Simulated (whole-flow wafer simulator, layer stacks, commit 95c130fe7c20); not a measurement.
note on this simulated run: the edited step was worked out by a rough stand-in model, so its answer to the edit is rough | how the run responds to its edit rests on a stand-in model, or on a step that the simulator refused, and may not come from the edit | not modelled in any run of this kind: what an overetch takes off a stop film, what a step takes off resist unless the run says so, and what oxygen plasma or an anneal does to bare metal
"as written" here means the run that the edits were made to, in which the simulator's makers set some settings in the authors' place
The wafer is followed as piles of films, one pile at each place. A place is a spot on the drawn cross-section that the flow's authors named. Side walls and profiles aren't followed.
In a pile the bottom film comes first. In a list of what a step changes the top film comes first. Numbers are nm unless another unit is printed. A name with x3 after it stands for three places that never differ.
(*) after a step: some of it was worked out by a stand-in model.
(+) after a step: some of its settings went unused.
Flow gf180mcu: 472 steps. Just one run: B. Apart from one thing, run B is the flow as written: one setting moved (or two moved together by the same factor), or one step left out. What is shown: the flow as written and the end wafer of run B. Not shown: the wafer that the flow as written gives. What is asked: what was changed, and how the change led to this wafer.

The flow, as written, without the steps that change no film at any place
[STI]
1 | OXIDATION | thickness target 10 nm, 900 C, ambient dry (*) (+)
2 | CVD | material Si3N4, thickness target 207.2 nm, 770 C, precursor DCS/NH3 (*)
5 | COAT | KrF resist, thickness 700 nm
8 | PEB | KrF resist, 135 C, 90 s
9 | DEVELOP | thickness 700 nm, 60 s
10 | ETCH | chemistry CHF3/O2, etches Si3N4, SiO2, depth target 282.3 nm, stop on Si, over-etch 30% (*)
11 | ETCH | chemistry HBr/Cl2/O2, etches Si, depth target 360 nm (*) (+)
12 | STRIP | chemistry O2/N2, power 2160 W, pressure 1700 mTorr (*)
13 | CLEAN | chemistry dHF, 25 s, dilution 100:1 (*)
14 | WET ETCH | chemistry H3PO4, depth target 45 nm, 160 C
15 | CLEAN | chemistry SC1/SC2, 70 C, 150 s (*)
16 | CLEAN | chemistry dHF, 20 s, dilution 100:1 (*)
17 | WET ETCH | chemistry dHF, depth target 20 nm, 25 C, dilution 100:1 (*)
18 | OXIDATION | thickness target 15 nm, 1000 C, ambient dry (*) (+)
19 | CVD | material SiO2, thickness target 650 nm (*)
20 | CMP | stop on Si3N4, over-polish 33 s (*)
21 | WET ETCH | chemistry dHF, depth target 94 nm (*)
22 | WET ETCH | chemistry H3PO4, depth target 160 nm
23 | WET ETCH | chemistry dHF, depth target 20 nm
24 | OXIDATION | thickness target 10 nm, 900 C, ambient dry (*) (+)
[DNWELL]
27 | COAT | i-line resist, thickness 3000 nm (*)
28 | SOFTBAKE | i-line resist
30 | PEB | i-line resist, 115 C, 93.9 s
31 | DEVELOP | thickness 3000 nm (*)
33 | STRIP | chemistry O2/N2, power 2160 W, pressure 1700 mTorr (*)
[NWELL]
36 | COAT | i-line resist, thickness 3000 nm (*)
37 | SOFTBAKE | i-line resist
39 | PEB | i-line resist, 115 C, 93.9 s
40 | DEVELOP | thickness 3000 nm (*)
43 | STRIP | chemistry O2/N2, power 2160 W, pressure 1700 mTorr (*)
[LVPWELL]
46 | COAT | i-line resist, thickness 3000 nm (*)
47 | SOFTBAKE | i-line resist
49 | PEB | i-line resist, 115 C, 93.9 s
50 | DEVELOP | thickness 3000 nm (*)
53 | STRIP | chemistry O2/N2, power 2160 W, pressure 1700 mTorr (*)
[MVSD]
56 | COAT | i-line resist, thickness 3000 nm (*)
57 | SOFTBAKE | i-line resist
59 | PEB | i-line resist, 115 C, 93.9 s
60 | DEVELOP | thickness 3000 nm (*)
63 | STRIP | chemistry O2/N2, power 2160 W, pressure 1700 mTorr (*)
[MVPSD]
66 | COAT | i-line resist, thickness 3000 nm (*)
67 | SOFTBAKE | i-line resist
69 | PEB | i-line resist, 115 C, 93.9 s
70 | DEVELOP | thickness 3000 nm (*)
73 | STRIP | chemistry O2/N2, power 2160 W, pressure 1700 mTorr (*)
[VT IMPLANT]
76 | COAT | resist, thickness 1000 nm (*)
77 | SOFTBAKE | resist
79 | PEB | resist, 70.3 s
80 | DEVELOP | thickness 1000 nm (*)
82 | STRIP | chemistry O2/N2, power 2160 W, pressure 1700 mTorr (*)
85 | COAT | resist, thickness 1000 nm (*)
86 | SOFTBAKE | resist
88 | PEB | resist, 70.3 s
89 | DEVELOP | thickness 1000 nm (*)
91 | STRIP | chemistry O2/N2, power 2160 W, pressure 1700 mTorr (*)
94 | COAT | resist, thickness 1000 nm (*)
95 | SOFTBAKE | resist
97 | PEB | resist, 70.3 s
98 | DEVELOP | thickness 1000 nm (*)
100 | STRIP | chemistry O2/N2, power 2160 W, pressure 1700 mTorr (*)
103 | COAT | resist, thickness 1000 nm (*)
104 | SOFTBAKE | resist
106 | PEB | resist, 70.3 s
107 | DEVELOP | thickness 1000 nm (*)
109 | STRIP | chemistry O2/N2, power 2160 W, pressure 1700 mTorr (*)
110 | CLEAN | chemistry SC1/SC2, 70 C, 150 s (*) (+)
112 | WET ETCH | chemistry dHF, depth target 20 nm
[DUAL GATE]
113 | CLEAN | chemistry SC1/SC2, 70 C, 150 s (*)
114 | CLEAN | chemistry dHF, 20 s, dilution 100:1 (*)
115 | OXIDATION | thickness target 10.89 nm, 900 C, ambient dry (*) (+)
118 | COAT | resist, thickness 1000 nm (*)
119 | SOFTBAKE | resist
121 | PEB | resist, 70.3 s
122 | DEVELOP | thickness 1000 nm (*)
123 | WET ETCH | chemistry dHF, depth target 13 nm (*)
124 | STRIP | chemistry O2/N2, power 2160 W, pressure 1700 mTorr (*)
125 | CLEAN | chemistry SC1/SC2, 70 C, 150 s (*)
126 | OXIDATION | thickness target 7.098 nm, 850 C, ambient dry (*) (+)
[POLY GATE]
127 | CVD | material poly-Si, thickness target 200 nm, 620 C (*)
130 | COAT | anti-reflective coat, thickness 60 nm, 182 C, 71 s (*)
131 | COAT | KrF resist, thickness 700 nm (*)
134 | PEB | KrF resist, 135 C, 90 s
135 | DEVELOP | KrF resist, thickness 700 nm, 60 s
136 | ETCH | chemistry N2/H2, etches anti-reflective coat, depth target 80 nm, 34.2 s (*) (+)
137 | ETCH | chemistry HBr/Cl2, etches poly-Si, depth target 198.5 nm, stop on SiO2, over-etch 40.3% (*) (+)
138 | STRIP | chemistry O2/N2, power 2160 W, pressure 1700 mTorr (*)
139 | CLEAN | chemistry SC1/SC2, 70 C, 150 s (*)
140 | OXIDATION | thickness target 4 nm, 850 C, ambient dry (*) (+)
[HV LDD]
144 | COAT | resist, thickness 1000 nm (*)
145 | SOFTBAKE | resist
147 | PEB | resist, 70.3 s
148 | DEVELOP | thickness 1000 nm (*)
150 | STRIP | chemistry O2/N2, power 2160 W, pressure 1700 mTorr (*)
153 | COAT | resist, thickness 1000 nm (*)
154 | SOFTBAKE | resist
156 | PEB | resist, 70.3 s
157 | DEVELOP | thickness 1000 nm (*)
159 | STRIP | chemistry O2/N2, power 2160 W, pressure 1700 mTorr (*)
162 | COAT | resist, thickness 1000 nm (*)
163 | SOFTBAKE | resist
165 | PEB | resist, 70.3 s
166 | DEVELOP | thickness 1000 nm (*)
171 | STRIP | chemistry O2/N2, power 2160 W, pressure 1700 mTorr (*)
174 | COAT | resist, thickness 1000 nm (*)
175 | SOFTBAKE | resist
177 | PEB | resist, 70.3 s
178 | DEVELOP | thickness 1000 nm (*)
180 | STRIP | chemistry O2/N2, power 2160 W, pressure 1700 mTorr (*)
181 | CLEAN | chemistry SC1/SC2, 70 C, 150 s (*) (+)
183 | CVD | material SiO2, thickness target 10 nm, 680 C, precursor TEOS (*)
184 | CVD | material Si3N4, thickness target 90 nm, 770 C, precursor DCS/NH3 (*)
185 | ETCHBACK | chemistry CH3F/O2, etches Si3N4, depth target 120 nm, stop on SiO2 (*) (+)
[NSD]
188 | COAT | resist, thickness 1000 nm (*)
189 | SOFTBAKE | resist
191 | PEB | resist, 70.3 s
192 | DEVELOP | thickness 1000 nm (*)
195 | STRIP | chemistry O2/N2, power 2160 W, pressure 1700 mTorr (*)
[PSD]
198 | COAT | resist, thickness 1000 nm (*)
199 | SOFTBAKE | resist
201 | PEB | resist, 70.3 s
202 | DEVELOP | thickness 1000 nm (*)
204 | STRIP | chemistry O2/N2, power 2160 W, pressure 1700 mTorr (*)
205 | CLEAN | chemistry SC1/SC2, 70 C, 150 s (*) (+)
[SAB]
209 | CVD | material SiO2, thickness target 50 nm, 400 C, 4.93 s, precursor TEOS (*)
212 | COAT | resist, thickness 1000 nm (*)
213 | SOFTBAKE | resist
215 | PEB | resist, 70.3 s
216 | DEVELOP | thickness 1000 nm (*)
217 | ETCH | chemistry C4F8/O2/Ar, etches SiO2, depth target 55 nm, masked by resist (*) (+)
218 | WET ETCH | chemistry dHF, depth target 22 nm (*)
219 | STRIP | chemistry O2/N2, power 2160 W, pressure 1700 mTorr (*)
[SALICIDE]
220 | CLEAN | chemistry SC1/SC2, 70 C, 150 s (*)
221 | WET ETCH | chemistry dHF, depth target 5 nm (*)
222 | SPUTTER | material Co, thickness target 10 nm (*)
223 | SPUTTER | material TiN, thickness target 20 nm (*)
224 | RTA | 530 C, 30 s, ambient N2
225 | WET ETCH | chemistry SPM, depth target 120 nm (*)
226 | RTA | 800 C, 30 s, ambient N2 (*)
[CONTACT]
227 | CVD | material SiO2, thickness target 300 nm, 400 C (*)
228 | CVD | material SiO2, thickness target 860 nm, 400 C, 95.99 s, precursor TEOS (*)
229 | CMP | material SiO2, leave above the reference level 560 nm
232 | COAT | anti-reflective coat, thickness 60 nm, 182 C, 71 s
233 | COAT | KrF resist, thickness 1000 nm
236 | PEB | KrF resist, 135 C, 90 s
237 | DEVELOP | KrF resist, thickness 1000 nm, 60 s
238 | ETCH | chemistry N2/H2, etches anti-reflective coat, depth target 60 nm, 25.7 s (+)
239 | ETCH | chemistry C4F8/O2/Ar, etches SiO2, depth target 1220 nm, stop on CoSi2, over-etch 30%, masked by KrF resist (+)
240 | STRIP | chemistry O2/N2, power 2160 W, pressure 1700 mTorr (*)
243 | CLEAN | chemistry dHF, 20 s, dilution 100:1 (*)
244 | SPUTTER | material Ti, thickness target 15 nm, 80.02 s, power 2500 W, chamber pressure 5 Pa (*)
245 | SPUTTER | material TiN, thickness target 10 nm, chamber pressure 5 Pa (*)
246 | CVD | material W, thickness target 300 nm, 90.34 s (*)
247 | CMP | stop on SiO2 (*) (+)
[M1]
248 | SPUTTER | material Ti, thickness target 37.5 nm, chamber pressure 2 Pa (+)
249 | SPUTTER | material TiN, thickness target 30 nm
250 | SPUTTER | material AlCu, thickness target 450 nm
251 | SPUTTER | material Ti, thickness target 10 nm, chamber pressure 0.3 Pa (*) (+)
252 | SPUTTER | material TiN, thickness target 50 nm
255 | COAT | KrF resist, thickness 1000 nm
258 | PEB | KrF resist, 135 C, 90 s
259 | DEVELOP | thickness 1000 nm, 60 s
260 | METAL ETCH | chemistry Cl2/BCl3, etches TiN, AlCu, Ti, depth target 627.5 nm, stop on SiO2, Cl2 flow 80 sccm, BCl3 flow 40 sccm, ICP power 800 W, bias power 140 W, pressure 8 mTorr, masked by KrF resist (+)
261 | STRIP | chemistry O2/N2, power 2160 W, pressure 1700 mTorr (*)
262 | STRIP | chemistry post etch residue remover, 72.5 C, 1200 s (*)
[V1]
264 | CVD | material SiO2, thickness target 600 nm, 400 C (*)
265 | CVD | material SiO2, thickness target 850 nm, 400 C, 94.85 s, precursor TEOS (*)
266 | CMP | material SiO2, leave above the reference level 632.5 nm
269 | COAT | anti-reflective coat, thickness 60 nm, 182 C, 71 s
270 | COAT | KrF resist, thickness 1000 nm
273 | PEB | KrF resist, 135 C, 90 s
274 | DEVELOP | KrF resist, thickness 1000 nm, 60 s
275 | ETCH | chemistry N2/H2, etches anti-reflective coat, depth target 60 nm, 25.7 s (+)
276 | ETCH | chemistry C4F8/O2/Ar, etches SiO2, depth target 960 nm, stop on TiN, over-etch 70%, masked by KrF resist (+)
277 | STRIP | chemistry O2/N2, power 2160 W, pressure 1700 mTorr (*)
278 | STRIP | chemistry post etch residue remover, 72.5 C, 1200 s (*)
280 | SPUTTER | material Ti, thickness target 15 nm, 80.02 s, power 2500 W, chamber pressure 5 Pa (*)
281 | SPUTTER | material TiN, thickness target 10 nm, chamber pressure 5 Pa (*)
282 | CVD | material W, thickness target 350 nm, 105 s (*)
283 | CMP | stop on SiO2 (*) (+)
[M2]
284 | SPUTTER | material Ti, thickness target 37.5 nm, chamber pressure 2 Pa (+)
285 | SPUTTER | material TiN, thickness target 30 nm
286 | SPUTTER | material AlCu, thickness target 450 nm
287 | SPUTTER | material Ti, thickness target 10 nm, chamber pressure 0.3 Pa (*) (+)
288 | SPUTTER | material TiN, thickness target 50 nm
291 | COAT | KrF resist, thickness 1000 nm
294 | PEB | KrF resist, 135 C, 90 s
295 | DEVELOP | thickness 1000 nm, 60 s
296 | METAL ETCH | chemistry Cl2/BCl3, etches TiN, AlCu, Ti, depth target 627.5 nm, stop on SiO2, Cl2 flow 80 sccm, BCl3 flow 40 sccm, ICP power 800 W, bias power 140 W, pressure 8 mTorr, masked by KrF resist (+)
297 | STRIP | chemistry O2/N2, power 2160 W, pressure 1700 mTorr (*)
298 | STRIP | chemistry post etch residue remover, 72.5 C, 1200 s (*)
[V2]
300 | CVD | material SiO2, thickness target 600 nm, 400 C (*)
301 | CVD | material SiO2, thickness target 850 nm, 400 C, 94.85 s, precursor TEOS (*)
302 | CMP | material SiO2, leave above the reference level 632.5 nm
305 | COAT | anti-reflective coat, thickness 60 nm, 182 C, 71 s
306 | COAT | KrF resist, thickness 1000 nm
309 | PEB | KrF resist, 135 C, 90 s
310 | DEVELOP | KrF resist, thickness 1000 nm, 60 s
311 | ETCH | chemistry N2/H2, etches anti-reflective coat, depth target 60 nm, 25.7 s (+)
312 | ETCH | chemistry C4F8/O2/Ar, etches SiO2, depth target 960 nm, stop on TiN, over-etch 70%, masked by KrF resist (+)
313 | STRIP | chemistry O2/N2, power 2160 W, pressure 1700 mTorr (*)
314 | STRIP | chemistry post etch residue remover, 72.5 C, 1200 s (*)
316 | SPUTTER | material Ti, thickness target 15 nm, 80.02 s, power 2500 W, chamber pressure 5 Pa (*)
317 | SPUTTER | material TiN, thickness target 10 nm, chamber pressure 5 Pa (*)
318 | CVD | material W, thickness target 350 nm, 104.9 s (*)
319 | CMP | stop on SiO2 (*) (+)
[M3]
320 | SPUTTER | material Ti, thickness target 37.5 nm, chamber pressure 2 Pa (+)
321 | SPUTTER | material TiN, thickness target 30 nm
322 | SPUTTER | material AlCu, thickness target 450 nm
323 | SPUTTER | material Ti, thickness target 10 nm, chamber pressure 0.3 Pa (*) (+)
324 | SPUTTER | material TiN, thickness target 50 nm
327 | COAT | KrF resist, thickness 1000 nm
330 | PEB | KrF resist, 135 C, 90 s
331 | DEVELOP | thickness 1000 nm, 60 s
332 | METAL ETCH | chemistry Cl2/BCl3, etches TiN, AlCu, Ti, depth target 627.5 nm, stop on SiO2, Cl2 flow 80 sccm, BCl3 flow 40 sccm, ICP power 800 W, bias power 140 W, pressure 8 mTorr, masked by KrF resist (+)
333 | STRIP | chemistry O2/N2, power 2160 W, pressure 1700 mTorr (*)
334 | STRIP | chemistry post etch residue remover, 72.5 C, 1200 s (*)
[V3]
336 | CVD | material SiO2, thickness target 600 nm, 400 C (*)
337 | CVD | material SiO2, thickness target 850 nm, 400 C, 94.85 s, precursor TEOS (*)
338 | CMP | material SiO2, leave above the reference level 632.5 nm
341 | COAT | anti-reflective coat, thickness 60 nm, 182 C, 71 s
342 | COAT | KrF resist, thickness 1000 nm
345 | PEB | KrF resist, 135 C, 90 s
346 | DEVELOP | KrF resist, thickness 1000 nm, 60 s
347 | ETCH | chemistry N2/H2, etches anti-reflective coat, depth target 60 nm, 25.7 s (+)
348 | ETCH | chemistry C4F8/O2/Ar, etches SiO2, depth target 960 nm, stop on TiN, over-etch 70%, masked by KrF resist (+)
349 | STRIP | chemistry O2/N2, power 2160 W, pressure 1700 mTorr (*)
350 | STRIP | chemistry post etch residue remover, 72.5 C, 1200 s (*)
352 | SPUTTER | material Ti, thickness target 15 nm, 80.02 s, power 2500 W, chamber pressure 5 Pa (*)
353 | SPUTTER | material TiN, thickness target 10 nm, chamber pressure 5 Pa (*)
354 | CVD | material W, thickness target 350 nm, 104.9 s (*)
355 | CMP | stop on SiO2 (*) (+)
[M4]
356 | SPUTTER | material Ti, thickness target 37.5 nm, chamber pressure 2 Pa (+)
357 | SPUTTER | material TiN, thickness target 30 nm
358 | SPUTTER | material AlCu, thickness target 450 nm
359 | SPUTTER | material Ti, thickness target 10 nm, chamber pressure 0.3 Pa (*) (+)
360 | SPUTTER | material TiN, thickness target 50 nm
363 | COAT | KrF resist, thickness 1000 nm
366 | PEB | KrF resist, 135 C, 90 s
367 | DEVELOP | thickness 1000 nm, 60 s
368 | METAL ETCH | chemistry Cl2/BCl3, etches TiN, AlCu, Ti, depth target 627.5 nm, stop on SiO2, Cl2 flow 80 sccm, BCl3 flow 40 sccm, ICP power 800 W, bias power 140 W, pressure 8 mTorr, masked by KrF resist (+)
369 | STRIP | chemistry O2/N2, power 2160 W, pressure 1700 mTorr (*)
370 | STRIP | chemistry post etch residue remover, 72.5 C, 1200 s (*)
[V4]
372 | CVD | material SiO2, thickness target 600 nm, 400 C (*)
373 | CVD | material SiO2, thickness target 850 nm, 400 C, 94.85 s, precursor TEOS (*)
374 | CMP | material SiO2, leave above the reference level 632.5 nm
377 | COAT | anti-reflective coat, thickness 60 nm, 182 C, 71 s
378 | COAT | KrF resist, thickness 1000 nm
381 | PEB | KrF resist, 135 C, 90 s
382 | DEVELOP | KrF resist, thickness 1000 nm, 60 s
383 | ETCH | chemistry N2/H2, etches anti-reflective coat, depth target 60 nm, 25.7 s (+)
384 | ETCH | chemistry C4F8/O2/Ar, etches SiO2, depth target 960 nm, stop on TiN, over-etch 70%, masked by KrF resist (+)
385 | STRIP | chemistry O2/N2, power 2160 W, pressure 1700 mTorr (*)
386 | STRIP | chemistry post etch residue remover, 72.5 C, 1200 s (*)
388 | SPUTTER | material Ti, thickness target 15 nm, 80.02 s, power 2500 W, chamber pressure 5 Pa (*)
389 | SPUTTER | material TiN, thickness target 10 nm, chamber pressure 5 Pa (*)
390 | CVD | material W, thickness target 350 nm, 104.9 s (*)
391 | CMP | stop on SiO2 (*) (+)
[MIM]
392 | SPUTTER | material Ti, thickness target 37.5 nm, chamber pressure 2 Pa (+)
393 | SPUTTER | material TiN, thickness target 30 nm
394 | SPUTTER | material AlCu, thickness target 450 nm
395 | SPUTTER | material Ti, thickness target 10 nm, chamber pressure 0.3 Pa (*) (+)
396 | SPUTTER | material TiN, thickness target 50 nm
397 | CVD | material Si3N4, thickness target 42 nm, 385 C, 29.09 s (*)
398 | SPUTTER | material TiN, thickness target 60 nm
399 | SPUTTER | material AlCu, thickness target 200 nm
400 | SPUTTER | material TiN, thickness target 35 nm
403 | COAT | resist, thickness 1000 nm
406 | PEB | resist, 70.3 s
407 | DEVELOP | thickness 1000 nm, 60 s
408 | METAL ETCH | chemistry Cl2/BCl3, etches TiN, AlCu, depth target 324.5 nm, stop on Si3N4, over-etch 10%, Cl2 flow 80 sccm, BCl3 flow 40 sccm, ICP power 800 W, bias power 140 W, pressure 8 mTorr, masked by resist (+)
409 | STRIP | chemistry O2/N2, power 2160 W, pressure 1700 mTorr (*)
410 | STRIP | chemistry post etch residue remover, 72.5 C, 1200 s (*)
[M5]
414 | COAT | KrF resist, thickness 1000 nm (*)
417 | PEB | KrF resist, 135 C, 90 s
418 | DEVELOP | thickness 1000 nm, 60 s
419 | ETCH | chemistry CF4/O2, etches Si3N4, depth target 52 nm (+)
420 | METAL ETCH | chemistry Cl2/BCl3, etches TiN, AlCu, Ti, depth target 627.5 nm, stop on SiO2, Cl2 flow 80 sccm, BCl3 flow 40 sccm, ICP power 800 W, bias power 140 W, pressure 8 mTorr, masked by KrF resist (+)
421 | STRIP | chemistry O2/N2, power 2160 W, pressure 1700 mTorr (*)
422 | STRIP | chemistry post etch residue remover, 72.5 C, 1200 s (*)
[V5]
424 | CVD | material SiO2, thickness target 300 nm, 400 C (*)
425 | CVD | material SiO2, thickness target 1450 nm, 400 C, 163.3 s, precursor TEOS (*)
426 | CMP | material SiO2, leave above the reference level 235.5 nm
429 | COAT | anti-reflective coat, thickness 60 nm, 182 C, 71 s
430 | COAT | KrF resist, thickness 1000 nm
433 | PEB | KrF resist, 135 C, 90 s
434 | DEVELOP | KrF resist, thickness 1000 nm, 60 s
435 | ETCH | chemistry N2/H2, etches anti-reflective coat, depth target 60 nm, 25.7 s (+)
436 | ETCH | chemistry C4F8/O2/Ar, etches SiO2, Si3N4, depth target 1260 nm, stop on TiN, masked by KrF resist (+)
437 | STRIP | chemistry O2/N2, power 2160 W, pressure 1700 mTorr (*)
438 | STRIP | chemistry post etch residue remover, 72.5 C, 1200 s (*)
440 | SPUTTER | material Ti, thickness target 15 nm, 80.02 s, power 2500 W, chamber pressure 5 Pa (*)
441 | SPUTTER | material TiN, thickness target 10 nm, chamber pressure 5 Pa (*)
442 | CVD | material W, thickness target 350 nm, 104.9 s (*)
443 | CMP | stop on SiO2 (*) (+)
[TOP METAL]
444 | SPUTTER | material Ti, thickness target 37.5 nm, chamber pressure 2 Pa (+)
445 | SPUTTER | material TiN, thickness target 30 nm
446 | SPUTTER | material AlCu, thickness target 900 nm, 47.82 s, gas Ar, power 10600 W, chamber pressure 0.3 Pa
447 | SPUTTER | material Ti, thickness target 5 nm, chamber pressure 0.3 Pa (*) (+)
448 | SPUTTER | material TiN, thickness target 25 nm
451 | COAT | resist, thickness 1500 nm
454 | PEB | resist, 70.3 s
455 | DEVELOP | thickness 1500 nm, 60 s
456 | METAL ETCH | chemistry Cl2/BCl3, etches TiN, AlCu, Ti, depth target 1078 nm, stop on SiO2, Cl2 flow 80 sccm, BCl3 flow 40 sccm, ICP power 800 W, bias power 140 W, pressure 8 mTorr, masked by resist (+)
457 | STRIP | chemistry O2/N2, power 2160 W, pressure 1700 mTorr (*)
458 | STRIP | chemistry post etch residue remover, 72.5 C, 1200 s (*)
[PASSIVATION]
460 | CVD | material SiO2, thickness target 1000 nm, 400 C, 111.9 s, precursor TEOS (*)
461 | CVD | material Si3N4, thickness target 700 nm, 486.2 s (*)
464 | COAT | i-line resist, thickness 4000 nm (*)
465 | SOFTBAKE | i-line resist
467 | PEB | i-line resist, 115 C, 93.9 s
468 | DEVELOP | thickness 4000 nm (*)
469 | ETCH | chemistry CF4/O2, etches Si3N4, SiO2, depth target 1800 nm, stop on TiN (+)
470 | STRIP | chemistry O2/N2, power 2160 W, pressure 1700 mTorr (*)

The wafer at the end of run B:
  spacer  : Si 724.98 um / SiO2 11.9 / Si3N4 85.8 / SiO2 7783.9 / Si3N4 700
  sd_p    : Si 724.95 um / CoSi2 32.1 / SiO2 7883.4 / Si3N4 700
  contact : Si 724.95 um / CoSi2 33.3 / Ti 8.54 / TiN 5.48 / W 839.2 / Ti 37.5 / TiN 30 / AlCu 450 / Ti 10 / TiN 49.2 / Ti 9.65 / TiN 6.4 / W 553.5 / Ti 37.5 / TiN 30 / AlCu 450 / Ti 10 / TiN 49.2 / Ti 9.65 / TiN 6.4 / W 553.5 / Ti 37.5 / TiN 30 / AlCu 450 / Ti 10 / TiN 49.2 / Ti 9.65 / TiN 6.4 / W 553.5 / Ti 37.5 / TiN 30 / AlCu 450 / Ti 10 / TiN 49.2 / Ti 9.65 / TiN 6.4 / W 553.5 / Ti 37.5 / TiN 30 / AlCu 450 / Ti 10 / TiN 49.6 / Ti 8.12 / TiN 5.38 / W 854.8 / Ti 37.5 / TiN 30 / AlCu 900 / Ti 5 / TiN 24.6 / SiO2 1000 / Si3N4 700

The reason: step 183, CVD: thickness target 4.7 nm was run, while the flow as written has thickness target 10 nm.

The path from the change to this, step by step:
  183 | CVD | material SiO2, thickness target 10 nm, 680 C, precursor TEOS (*)
      field, field__w1, field__w2 and 99 more: +4.7 SiO2 (in the flow as written it would be: +10 SiO2)
      ld_drift_p: +4.64 SiO2 (in the flow as written it would be: +9.87 SiO2)
      (also at 1 further place)
  189 | SOFTBAKE | resist
      field: -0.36 resist (in the flow as written it would be: +3.56 resist)
      active_hv: -0.53 resist (in the flow as written it would be: +2.68 resist)
  199 | SOFTBAKE | resist
      field: -0.36 resist (in the flow as written it would be: +3.56 resist)
      active_hv: -0.53 resist (in the flow as written it would be: +2.68 resist)
  217 | ETCH | chemistry C4F8/O2/Ar, etches SiO2, depth target 55 nm, masked by resist (*) (+)
      gate, gate_hv, gate_p and 23 more: -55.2 SiO2 (all of it) (in the flow as written it would be: -55 SiO2)
  218 | WET ETCH | chemistry dHF, depth target 22 nm (*)
      gate, gate_hv, gate_p and 23 more: nothing (in the flow as written it would be: -5.48 SiO2 (all of it))
      active, p_well, sd_n, iso_ptap_pw, iso_ntap_nw, iso_ptap_sub, vpnp_e: -3.71 SiO2 (all of it) (in the flow as written it would be: -9.01 SiO2 (all of it))
      (also at 16 further places)
  229 | CMP | material SiO2, leave above the reference level 560 nm
      field_sub, field_sub__w2: -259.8 SiO2 (in the flow as written it would be: -265.5 SiO2)
      field__w2: -243.5 SiO2 (in the flow as written it would be: -250 SiO2)
      (also at 10 further places)
